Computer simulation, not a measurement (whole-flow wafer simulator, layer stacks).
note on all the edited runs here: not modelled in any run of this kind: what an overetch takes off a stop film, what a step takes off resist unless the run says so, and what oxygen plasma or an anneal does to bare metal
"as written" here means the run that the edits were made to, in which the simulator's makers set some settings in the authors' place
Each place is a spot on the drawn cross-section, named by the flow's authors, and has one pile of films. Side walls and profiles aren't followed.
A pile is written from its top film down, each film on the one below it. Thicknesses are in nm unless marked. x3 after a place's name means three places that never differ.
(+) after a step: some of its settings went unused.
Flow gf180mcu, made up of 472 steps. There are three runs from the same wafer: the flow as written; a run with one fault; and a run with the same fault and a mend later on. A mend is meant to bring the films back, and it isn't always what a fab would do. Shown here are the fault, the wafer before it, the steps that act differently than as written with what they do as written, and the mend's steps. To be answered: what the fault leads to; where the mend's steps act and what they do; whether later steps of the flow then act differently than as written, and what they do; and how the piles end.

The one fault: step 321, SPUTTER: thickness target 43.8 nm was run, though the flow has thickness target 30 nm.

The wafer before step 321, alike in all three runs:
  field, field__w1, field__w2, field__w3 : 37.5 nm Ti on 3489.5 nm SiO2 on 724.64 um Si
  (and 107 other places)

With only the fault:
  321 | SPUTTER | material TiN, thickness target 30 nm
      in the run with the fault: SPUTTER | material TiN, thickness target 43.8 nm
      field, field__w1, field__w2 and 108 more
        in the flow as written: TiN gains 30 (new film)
        in the run with the fault: TiN gains 43.8 (new film)
  Steps further on in the flow that do not act as written:
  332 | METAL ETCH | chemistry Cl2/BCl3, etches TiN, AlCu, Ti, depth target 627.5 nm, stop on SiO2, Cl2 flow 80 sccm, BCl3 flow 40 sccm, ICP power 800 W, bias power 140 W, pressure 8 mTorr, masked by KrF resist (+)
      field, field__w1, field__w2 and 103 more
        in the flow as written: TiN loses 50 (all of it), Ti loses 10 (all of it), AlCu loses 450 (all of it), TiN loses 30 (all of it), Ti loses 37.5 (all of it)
        in the run with the fault: TiN loses 50 (all of it), Ti loses 10 (all of it), AlCu loses 450 (all of it), TiN loses 43.8 (all of it), Ti loses 37.5 (all of it)
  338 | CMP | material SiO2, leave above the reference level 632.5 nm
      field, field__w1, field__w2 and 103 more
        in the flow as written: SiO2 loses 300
        in the run with the fault: SiO2 loses 286.2
  By the end, the piles at field__w8, contact, m1, m1__w1, m1_nw depart from the flow's by more than 2% or 0.5 nm, whichever is larger.
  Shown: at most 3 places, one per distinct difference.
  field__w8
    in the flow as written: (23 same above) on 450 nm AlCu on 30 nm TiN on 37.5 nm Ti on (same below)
    in the run with the fault: (23 same above) on 450 nm AlCu on 43.8 nm TiN on 37.5 nm Ti on (same below)
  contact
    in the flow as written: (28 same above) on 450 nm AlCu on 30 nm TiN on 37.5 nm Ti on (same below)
    in the run with the fault: (28 same above) on 450 nm AlCu on 43.8 nm TiN on 37.5 nm Ti on (same below)

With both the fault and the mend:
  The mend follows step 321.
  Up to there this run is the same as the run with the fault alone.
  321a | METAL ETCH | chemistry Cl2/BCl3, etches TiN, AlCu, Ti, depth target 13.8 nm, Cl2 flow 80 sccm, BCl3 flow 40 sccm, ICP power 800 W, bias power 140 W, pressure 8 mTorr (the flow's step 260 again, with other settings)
      field, field__w1, field__w2 and 108 more
        TiN loses 13.8
  Later steps of the flow that are run all act as written at every place that is followed.
  The piles end the same as the flow's at every place that both follow.
